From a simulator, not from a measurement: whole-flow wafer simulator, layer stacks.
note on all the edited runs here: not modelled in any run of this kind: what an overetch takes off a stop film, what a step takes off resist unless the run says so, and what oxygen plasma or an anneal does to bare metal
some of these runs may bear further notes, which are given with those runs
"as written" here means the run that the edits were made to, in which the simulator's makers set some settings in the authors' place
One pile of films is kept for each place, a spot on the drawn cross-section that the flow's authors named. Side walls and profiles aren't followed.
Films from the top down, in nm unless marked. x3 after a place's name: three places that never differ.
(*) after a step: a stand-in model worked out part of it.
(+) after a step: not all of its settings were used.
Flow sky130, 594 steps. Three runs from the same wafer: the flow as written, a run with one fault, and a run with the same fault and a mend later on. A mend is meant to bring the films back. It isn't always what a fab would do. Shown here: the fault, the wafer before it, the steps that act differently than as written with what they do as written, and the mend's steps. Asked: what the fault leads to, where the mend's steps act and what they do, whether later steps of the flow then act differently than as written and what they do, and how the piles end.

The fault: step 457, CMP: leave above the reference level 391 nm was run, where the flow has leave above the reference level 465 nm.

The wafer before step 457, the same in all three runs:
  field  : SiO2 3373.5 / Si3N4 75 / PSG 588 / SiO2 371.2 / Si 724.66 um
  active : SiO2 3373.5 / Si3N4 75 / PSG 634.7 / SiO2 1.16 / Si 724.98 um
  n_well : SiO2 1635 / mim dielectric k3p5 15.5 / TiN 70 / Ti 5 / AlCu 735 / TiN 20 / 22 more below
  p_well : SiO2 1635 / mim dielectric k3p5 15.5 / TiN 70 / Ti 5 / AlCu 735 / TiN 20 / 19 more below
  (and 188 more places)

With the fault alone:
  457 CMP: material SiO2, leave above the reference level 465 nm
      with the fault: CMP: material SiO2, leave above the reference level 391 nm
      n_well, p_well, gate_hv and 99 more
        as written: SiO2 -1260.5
        with the fault: SiO2 -1334.5
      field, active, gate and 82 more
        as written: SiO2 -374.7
        with the fault: SiO2 -448.7
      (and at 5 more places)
  Later steps of the flow that act differently than as written (1 more step differs only slightly, by at most 2% or 0.5 nm, whichever is larger, and isn't shown):
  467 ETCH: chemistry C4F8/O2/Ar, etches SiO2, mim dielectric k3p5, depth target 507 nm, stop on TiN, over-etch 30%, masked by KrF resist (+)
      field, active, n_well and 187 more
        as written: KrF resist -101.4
        with the fault: KrF resist -82.2
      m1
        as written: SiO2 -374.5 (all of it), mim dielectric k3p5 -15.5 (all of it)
        with the fault: SiO2 -300.5 (all of it), mim dielectric k3p5 -15.5 (all of it)
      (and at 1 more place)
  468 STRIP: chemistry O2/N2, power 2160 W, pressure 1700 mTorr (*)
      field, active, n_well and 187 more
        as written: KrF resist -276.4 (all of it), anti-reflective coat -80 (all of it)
        with the fault: KrF resist -295.7 (all of it), anti-reflective coat -80 (all of it)
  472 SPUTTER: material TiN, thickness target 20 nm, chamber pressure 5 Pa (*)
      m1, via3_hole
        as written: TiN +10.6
        with the fault: TiN +11.6
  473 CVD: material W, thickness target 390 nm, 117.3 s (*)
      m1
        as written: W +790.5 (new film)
        with the fault: W +715.4 (new film)
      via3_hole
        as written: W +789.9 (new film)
        with the fault: W +714.8 (new film)
  At the end the piles differ from the flow's by more than 2% or 0.5 nm, whichever is larger, at n_well, p_well, gate_hv and 115 more.
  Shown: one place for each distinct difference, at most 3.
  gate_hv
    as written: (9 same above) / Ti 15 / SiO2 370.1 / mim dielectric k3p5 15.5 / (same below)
    with the fault: (9 same above) / Ti 15 / SiO2 296.1 / mim dielectric k3p5 15.5 / (same below)
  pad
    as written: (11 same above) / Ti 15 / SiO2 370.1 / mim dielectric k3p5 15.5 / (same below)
    with the fault: (11 same above) / Ti 15 / SiO2 296.1 / mim dielectric k3p5 15.5 / (same below)
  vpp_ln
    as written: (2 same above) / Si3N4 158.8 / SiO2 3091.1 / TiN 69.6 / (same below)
    with the fault: (2 same above) / Si3N4 158.8 / SiO2 3017.1 / TiN 69.6 / (same below)

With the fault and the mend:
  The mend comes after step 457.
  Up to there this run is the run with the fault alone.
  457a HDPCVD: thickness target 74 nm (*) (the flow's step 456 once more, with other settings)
      field, active, n_well and 189 more
        SiO2 +74
  No later step of the flow acts differently than as written, at any place that is followed, by more than 2% or 0.5 nm, whichever is larger.
  At the end the piles are the same as the flow's at every place that both follow.
